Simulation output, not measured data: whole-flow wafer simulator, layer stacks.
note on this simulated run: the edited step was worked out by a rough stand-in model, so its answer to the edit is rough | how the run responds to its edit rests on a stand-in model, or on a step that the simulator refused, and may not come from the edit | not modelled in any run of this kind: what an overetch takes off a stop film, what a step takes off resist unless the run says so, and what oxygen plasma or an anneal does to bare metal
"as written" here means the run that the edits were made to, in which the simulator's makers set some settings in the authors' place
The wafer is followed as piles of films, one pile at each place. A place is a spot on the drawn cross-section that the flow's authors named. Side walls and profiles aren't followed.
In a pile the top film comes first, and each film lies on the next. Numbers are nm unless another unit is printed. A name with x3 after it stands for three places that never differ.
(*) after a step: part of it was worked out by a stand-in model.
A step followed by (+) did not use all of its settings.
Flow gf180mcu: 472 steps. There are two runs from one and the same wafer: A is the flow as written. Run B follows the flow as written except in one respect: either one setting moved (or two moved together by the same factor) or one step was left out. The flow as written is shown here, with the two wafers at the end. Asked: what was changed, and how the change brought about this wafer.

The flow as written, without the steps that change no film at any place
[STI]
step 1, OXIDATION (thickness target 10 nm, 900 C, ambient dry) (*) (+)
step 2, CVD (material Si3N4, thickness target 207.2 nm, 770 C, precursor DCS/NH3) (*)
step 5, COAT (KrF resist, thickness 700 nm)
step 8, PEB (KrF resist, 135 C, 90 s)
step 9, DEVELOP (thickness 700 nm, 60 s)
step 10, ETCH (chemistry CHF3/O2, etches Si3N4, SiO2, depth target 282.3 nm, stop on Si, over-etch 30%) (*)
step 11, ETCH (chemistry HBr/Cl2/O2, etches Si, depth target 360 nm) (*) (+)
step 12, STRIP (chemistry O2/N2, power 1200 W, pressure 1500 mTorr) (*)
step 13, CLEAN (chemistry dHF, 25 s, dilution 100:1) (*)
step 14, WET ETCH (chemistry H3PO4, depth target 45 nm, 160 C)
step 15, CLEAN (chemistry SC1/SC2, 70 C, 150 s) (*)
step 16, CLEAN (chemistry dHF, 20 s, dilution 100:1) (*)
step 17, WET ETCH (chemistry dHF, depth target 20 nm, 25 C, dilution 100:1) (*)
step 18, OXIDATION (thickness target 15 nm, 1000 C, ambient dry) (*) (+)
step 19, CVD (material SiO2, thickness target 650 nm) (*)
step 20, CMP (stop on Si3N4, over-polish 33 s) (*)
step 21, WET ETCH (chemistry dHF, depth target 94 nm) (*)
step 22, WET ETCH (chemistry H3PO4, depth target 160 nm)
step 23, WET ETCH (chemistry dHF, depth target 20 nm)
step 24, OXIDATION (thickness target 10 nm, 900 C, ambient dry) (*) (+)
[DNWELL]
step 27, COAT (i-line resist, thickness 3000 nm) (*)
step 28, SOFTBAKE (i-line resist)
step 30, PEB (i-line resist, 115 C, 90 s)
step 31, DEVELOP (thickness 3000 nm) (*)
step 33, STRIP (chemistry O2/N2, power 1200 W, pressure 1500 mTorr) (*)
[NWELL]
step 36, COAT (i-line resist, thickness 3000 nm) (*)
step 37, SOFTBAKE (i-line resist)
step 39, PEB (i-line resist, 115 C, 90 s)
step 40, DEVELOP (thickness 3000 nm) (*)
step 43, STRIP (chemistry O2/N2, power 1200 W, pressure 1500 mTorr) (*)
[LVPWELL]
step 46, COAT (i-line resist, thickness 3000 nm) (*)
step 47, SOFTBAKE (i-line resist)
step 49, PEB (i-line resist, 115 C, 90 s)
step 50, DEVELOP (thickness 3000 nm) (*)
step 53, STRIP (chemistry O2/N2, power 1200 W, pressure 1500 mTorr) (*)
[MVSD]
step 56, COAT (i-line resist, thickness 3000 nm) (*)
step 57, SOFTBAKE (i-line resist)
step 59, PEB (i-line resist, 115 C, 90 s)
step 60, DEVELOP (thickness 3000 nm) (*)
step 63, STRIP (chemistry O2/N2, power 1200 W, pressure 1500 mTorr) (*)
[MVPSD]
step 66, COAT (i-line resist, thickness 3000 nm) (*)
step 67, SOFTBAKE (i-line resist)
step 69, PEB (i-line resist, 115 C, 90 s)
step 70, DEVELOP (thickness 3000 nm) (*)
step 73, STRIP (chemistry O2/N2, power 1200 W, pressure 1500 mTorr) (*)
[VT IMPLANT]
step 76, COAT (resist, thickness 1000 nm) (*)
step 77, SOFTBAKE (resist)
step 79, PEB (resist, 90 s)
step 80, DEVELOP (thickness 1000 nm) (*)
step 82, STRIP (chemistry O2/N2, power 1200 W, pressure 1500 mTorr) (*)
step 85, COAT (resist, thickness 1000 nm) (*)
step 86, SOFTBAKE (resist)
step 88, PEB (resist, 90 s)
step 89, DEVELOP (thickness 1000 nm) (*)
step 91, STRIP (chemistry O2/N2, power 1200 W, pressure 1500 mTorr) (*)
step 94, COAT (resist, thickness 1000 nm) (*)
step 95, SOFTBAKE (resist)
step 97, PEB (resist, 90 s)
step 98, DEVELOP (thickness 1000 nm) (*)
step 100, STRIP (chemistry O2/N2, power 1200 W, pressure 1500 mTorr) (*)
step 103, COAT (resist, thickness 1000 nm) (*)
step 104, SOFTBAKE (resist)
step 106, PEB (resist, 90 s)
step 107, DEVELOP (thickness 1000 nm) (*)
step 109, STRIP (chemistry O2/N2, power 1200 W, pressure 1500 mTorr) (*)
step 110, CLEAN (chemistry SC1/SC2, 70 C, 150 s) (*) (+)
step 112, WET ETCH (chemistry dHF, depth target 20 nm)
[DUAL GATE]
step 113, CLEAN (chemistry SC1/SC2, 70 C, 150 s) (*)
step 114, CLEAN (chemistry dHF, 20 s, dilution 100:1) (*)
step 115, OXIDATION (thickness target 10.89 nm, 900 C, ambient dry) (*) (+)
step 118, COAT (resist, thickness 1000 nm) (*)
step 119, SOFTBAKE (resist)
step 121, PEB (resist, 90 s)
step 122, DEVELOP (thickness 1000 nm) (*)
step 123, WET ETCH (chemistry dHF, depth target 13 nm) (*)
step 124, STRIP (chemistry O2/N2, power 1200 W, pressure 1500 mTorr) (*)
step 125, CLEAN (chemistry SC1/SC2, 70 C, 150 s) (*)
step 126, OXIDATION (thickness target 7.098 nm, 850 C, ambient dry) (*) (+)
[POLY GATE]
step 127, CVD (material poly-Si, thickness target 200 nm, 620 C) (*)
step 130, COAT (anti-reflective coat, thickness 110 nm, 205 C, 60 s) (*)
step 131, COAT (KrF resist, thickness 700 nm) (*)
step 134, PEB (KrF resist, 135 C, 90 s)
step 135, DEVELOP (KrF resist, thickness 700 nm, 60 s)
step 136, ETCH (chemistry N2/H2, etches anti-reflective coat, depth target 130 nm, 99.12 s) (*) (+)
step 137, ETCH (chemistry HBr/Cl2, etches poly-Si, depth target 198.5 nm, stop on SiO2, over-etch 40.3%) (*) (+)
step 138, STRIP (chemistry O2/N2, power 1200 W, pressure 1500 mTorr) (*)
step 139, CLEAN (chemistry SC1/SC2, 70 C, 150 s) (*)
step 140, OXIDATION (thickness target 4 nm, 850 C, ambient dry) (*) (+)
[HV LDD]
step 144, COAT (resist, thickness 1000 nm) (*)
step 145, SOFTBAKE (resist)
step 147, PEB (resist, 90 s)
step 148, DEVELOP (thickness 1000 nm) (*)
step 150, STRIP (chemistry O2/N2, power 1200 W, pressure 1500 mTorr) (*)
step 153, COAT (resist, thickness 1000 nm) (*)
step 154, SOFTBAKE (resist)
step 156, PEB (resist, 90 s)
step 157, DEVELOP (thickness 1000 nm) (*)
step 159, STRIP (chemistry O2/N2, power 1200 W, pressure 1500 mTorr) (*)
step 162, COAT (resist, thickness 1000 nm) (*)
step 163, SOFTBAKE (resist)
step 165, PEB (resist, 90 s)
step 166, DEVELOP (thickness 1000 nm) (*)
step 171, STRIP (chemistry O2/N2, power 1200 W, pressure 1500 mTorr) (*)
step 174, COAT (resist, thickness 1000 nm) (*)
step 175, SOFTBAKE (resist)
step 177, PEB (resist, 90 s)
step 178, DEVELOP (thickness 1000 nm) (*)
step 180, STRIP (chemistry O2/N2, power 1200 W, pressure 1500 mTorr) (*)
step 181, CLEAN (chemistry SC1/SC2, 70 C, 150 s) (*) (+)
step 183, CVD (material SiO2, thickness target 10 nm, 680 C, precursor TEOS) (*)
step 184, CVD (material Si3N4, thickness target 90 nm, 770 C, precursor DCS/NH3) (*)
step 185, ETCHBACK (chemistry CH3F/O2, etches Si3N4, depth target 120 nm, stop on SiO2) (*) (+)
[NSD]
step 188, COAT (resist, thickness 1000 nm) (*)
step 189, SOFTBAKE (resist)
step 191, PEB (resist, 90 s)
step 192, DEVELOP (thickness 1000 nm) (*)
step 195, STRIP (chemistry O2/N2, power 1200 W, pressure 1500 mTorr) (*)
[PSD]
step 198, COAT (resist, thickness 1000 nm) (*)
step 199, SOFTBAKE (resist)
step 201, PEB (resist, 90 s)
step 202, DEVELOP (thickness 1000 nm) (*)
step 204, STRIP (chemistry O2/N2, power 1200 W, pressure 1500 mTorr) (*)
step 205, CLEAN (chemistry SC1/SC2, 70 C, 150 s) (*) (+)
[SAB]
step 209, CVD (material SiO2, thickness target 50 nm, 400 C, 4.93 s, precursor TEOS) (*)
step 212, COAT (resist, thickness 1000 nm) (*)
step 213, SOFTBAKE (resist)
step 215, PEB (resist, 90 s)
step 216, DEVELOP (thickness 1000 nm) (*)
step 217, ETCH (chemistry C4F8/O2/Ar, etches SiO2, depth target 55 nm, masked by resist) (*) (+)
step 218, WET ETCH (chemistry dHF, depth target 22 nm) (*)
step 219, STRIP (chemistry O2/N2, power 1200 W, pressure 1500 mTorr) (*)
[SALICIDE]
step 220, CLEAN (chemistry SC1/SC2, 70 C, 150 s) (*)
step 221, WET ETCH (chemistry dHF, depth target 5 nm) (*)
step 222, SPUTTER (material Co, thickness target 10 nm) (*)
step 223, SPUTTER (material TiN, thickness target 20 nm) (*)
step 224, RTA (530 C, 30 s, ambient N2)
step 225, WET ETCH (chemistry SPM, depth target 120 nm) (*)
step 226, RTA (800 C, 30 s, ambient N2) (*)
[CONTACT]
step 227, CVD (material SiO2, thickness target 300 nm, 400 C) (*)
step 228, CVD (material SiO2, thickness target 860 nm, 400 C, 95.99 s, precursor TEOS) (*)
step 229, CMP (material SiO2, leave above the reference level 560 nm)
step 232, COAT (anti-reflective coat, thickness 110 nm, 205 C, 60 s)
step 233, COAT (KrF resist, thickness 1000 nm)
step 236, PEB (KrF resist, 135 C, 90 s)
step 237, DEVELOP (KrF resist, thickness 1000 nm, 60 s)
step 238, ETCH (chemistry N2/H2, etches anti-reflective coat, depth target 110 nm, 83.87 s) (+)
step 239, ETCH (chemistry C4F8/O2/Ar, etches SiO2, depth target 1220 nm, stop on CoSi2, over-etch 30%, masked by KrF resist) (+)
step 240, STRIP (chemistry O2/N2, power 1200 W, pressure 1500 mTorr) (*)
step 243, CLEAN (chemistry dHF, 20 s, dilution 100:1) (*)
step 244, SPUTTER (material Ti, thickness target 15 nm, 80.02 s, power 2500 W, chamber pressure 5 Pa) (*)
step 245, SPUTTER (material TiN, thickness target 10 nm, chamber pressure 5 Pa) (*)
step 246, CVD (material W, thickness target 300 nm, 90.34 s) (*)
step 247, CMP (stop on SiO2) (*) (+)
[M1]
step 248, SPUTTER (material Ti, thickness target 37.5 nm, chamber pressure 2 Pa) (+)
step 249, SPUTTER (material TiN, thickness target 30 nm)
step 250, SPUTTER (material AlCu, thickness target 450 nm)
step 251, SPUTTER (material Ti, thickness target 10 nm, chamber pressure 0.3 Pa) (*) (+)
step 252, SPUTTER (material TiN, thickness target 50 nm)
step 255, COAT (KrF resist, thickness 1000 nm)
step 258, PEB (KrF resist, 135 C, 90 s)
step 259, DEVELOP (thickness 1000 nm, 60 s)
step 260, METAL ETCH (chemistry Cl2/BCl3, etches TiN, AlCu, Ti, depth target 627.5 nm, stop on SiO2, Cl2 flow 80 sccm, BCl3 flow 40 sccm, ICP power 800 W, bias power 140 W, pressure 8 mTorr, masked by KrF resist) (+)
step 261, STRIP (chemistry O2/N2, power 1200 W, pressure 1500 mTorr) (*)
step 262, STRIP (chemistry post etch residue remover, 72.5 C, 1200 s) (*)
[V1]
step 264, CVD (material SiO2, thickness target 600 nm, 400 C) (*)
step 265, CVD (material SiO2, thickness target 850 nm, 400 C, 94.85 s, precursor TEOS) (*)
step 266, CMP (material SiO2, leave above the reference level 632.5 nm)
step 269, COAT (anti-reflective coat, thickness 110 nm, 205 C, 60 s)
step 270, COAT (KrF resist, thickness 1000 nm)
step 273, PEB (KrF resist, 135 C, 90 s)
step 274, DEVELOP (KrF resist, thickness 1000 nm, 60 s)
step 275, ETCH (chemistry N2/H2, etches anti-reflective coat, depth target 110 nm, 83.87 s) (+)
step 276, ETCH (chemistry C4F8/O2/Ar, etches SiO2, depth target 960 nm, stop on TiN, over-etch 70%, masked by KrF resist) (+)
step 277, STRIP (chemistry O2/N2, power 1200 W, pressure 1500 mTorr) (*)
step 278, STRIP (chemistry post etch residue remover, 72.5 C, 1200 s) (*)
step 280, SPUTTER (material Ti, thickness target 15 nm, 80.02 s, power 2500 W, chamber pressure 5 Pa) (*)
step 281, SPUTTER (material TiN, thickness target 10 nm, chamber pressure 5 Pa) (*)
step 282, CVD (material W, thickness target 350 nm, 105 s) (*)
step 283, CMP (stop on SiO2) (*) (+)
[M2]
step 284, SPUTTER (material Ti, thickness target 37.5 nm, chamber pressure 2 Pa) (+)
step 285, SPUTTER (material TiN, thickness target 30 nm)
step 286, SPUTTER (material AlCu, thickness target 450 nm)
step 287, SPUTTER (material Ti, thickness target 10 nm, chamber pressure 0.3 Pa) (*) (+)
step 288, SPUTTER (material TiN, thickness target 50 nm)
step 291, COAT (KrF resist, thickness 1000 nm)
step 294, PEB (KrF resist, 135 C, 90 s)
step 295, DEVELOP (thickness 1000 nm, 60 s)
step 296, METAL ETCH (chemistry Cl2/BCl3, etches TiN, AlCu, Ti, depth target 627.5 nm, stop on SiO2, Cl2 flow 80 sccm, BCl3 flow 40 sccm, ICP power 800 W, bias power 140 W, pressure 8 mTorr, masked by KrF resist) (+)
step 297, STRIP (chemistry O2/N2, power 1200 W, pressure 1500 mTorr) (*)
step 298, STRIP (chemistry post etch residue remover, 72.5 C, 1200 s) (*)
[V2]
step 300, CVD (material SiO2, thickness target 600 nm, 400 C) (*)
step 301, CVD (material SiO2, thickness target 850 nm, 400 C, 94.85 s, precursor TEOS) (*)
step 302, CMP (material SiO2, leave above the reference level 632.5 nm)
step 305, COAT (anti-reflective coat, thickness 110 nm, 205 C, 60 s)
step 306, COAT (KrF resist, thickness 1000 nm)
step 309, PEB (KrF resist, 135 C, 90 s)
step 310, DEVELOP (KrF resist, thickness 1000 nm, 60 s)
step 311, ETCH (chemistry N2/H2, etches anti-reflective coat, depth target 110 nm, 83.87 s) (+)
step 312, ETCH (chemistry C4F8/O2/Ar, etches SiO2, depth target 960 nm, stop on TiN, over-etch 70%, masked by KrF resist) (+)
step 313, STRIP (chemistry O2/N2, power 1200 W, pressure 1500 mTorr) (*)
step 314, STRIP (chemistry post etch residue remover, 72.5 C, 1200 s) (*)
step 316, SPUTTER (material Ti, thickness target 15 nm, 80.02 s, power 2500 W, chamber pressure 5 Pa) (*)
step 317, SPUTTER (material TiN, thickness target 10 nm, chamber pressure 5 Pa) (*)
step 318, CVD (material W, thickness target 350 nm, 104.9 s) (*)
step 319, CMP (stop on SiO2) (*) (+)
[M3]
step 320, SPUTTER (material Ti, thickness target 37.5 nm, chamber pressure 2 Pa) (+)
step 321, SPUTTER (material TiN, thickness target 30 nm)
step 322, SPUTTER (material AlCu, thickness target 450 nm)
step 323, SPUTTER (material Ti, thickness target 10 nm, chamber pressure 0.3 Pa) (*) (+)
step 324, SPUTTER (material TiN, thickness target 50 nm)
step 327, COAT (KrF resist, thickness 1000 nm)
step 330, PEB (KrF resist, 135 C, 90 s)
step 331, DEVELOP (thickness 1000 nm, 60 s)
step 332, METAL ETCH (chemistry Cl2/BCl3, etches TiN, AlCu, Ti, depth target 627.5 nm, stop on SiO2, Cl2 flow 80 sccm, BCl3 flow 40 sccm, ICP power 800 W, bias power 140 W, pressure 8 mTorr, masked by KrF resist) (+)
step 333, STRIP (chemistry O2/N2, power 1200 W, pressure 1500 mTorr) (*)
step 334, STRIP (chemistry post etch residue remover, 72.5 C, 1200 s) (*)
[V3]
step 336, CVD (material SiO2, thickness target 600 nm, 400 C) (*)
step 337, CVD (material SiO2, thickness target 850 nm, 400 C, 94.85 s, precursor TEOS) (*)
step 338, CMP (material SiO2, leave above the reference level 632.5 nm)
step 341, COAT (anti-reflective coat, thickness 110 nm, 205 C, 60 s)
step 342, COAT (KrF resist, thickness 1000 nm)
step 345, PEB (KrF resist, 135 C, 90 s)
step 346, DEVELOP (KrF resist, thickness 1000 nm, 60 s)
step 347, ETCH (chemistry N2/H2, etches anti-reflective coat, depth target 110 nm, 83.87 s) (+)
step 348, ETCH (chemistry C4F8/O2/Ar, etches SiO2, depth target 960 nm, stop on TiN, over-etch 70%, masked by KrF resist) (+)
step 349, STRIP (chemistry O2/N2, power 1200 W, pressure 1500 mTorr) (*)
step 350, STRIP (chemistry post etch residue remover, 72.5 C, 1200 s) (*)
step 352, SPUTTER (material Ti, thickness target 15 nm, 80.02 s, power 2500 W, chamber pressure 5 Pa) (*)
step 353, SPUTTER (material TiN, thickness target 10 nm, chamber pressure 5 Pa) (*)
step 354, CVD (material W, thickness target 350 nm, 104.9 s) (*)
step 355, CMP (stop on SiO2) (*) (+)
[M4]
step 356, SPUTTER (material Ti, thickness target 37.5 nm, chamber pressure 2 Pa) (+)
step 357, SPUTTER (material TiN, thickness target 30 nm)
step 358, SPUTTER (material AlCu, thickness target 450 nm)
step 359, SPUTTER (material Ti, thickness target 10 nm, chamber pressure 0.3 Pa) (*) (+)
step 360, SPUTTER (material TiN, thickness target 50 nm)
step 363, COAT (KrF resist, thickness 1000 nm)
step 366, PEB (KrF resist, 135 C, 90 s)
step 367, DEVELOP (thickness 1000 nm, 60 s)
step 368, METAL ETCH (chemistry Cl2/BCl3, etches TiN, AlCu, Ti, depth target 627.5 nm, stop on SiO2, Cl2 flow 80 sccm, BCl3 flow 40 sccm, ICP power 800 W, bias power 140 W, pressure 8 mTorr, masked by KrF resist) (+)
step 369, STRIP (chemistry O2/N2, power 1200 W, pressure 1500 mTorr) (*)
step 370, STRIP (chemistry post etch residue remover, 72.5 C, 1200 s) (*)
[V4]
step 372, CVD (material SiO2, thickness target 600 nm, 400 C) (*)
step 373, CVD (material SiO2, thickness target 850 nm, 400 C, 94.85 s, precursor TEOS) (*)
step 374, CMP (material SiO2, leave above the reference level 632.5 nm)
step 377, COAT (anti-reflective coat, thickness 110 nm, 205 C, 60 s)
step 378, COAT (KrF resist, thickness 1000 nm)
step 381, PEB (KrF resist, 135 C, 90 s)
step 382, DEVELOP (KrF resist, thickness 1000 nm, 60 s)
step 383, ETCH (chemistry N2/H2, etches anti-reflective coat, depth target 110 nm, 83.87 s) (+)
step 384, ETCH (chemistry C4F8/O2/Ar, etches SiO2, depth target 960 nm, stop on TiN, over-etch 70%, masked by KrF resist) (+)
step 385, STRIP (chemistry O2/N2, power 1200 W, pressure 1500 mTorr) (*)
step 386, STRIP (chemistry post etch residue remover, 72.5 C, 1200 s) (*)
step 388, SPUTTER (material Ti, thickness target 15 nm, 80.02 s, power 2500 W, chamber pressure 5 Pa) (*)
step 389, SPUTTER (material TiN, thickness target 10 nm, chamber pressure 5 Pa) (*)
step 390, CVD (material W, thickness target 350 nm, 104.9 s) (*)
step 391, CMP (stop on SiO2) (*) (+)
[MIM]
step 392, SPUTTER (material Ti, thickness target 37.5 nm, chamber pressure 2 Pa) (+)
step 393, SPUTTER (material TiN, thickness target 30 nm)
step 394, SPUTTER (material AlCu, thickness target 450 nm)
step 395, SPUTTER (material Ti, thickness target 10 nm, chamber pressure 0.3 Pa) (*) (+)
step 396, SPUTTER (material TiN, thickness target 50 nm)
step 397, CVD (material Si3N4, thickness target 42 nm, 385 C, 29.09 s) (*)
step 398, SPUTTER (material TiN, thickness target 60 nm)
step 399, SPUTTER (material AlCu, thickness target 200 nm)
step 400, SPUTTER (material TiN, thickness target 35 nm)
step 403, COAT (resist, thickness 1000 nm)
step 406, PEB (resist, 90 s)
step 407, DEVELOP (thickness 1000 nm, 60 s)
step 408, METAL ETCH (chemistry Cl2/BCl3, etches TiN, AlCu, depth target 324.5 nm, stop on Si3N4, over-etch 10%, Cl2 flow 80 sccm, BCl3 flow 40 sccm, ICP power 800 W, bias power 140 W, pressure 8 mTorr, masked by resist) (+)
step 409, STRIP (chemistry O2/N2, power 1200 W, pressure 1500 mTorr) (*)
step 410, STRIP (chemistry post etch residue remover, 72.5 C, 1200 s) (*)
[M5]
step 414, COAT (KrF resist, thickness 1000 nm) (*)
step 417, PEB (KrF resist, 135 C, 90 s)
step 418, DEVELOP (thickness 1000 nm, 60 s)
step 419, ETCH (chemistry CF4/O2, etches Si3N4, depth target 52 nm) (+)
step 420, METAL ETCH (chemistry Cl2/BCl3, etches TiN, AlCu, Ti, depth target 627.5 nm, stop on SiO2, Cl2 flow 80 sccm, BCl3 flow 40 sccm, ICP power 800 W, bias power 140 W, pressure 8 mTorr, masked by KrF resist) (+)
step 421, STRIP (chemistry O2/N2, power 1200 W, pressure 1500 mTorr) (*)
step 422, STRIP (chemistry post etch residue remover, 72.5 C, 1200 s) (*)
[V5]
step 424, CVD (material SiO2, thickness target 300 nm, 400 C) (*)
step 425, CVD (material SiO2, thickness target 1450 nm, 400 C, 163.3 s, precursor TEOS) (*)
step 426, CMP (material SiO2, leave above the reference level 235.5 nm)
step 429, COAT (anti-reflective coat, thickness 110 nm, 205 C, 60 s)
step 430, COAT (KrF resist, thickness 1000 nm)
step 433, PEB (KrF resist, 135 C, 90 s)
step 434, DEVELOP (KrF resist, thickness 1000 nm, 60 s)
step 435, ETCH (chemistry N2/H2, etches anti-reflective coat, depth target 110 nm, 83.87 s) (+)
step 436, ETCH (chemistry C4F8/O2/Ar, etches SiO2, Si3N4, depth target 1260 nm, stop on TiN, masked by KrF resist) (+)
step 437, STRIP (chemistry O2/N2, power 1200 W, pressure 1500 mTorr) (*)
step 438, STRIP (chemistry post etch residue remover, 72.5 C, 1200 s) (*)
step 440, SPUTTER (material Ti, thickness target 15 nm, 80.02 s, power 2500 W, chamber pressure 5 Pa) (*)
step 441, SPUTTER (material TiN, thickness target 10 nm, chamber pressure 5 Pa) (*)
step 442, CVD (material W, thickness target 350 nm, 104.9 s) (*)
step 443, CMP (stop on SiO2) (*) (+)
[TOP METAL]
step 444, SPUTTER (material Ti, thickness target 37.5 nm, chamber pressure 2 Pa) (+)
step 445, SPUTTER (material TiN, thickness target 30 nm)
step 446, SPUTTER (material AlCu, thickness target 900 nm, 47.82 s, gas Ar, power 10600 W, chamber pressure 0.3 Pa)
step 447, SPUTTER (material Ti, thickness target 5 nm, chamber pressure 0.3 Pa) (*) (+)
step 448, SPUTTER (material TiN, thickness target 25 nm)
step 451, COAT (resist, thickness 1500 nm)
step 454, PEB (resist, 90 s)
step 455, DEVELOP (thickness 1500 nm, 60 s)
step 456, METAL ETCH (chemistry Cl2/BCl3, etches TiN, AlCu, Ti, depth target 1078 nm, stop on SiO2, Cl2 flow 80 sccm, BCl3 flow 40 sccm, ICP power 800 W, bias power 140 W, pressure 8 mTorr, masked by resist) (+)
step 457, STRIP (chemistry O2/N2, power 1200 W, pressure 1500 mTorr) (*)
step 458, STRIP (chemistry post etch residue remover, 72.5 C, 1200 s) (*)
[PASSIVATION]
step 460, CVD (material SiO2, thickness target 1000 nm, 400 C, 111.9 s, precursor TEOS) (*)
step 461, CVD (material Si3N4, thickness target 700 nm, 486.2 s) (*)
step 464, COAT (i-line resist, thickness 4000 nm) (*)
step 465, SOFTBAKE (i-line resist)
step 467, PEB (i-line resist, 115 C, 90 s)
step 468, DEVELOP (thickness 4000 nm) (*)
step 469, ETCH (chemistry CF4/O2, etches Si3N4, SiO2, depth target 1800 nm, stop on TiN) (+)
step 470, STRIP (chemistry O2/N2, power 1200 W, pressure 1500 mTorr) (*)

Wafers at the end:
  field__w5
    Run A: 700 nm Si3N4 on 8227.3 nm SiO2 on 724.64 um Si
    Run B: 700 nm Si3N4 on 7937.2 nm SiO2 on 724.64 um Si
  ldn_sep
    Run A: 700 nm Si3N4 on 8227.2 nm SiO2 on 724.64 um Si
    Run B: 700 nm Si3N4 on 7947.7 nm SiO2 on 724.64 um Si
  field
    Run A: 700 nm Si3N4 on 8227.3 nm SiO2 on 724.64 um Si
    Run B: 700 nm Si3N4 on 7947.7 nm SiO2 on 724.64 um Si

What caused this: step 425, CVD: thickness target 870 nm was run, while the flow as written has thickness target 1450 nm.

The path from the change to this, step by step:
  step 425, CVD (material SiO2, thickness target 1450 nm, 400 C, 163.3 s, precursor TEOS) (*)
      field, field__w1, field__w4 and 100 more: A +1450 SiO2 | B +870 SiO2
      field__w2, field__w3, field__w12 and 6 more: A +1421.8 SiO2 | B +853.7 SiO2
  step 426, CMP (material SiO2, leave above the reference level 235.5 nm)
      field, field__w1, field__w5 and 92 more: A -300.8 SiO2 | B nothing
      field__w2, field__w3, field__w12 and 6 more: A -272.7 SiO2 | B nothing
      (as well as at 8 more places)
  step 429, COAT (anti-reflective coat, thickness 110 nm, 205 C, 60 s)
      field__w1, polyc_n: A +110 anti-reflective coat (new film) | B +93.2 anti-reflective coat (new film)
      field: A +110 anti-reflective coat (new film) | B +240.3 anti-reflective coat (new film)
      (as well as at 48 more places)
  step 430, COAT (KrF resist, thickness 1000 nm)
      field__w1, npoly_u: A +1000 KrF resist (new film) | B +1025 KrF resist (new film)
      nw_enc_fld_lv__w1, nw_enc_fld_lv__w4: A +1000 KrF resist (new film) | B +1031.7 KrF resist (new film)
      (as well as at 34 more places)
  step 433, PEB (KrF resist, 135 C, 90 s)
      field: A -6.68 KrF resist | B -5.98 KrF resist
      field__w11: A -6.68 KrF resist | B -5.59 KrF resist
      (as well as at 15 more places)
  step 434, DEVELOP (KrF resist, thickness 1000 nm, 60 s)
      contact: A -993.3 KrF resist (all of it) | B -866.6 KrF resist (all of it)
  step 435, ETCH (chemistry N2/H2, etches anti-reflective coat, depth target 110 nm, 83.87 s) (+)
      contact: A -110 anti-reflective coat (all of it), -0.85 SiO2 | B -30.2 anti-reflective coat (all of it), -2.89 SiO2
  step 437, STRIP (chemistry O2/N2, power 1200 W, pressure 1500 mTorr) (*)
      field: A -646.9 KrF resist (all of it), -110 anti-reflective coat (all of it) | B -591.6 KrF resist (all of it), -240.3 anti-reflective coat (all of it)
      field__w1: A -646.9 KrF resist (all of it), -110 anti-reflective coat (all of it) | B -671.8 KrF resist (all of it), -93.2 anti-reflective coat (all of it)
      (as well as at 51 more places)
  step 440, SPUTTER (material Ti, thickness target 15 nm, 80.02 s, power 2500 W, chamber pressure 5 Pa) (*)
      field__w2: A +15 Ti (new film) | B +14.3 Ti (new film)
      contact: A +8.12 Ti (new film) | B +9.54 Ti (new film)
  step 441, SPUTTER (material TiN, thickness target 10 nm, chamber pressure 5 Pa) (*)
      field__w2: A +10 TiN (new film) | B +9.48 TiN (new film)
      contact: A +5.38 TiN (new film) | B +6.34 TiN (new film)
  step 442, CVD (material W, thickness target 350 nm, 104.9 s) (*)
      contact: A +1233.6 W (new film) | B +952 W (new film)
  step 443, CMP (stop on SiO2) (*) (+)
      field__w3, field__w12, npoly_sal, ppoly_sal, nw_sep_fld, gate_hv5, gate_p_hv5, sti_nw: A -350 W (all of it), -10 TiN (all of it), -15 Ti (all of it), -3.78 SiO2 | B -350 W (all of it), -10 TiN (all of it), -2.88 Ti
      field__w2: A -350 W (all of it), -10 TiN (all of it), -15 Ti (all of it), -3.78 SiO2 | B -350.7 W (all of it), -9.48 TiN (all of it), -2.17 Ti
      (as well as at 7 more places)
  step 444, SPUTTER (material Ti, thickness target 37.5 nm, chamber pressure 2 Pa) (+)
      field__w2, field__w3, field__w12 and 6 more: A +37.5 Ti (new film) | B +37.1 Ti
  step 445, SPUTTER (material TiN, thickness target 30 nm)
      field__w2, field__w3, field__w12 and 6 more: A +30 TiN (new film) | B +29.3 TiN (new film)
  step 448, SPUTTER (material TiN, thickness target 25 nm)
      field__w3, field__w12, npoly_sal, ppoly_sal, nw_sep_fld, gate_hv5, gate_p_hv5, sti_nw: A +25 TiN (new film) | B +24.4 TiN (new film)
      field__w2: A +25 TiN (new film) | B +22.5 TiN (new film)
  step 451, COAT (resist, thickness 1500 nm)
      field: A +1500 resist (new film) | B +1546.3 resist (new film)
      field__w8: A +1500 resist (new film) | B +1268.5 resist (new film)
      (as well as at 10 more places)
  ... 8 further steps ...
  step 470, STRIP (chemistry O2/N2, power 1200 W, pressure 1500 mTorr) (*)
      field__w8, m1__w1: A -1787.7 i-line resist (all of it) | B -1528.7 i-line resist (all of it)
      m1: A -1812 i-line resist (all of it) | B -1543.8 i-line resist (all of it)
      (as well as at 3 more places)
